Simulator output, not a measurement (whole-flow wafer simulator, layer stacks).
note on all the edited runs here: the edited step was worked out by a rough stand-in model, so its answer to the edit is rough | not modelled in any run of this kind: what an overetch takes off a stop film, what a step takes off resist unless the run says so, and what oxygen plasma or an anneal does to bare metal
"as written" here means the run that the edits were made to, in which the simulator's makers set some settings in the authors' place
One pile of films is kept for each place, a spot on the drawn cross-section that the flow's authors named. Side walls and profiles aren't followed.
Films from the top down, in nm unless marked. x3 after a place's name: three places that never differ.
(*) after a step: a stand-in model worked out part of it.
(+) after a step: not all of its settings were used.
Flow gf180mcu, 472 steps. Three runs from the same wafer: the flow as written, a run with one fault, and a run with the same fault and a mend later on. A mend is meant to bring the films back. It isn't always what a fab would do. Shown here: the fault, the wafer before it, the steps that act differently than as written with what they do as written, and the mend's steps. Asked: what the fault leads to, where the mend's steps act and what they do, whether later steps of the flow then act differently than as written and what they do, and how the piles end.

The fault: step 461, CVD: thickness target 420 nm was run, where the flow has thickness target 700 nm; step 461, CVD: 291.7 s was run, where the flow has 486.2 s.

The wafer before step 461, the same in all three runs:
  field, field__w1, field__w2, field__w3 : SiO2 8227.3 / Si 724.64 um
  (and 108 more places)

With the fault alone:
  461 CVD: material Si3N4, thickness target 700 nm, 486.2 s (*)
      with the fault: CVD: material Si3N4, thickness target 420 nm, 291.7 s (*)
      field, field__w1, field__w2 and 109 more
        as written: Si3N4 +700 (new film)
        with the fault: Si3N4 +420.1 (new film)
  Later steps of the flow that act differently than as written (4 more steps differ only slightly, by at most 2% or 0.5 nm, whichever is larger, and aren't shown):
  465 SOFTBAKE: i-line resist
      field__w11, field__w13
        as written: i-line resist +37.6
        with the fault: i-line resist +36.2
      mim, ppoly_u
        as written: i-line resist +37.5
        with the fault: i-line resist +36.1
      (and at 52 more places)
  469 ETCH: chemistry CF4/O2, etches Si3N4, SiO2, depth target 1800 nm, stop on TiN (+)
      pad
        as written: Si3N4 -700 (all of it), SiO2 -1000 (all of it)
        with the fault: Si3N4 -420.1 (all of it), SiO2 -1000 (all of it)
  At the end the piles differ from the flow's by more than 2% or 0.5 nm, whichever is larger, at field, field__w1, field__w2 and 108 more.
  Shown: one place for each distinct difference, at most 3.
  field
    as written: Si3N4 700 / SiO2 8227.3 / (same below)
    with the fault: Si3N4 420.1 / SiO2 8227.3 / (same below)
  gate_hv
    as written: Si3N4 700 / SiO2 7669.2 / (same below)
    with the fault: Si3N4 420.1 / SiO2 7669.2 / (same below)
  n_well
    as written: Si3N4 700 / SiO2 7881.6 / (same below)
    with the fault: Si3N4 420.1 / SiO2 7881.6 / (same below)

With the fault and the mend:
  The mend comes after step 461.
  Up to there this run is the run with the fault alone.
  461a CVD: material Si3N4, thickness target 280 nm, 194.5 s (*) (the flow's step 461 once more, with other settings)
      field, field__w1, field__w2 and 109 more
        Si3N4 +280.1
  No later step of the flow acts differently than as written, at any place that is followed, by more than 2% or 0.5 nm, whichever is larger.
  At the end the piles differ from the flow's only slightly at the places that both follow, by at most 2% or 0.5 nm, whichever is larger.
